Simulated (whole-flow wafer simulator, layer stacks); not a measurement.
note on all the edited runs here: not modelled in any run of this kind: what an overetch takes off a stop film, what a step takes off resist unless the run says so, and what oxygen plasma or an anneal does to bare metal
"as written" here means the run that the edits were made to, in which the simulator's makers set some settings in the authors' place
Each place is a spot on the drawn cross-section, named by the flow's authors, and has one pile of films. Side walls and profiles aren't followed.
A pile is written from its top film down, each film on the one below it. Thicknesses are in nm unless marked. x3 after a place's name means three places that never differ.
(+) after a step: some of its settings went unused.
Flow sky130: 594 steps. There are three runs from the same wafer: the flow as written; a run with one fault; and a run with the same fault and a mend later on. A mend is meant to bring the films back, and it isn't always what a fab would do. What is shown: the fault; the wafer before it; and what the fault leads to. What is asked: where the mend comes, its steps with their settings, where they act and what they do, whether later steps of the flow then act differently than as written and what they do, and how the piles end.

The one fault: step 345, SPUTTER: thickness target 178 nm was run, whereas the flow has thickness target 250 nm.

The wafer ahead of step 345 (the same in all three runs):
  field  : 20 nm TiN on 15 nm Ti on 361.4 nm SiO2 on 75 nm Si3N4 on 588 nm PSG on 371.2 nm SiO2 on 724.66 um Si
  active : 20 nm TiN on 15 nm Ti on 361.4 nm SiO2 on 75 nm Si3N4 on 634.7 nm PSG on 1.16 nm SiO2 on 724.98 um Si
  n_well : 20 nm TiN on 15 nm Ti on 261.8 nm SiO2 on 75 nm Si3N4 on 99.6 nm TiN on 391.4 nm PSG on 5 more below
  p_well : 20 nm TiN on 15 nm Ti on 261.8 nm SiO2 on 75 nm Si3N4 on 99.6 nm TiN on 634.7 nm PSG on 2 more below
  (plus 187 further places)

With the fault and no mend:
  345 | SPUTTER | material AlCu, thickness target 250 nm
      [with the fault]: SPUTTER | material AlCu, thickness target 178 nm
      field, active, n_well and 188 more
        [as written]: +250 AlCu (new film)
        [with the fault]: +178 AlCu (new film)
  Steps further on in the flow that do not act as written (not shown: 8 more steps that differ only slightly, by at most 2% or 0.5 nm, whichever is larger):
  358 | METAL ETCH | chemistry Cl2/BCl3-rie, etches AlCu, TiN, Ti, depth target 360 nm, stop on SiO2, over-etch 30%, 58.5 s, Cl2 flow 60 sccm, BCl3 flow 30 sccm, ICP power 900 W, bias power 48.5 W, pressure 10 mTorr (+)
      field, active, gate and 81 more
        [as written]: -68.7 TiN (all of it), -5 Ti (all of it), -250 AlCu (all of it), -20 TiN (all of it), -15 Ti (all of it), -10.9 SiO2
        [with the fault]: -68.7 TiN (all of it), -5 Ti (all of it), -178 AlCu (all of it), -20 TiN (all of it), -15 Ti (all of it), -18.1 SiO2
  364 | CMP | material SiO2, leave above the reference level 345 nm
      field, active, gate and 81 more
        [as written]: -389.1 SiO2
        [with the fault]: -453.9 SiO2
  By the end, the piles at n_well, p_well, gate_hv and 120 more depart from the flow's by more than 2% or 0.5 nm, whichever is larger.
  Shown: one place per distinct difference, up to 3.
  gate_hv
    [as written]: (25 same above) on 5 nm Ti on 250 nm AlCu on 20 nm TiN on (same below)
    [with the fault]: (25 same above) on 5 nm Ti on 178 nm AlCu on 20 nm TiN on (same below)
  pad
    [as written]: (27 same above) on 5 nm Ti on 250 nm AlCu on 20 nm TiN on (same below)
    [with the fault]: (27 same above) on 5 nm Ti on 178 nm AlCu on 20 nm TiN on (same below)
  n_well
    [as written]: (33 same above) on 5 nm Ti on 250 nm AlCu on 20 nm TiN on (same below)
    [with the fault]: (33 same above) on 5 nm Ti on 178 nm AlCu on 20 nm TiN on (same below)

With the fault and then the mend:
  The mend follows step 345.
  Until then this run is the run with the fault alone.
  345a | SPUTTER | material AlCu, thickness target 72 nm (a further turn of the flow's step 345, with different settings)
      field, active, n_well and 188 more
        +72 AlCu
  Every later step of the flow that is run acts as written at every place that is followed.
  At every place that both follow, the piles at the end match the flow's.
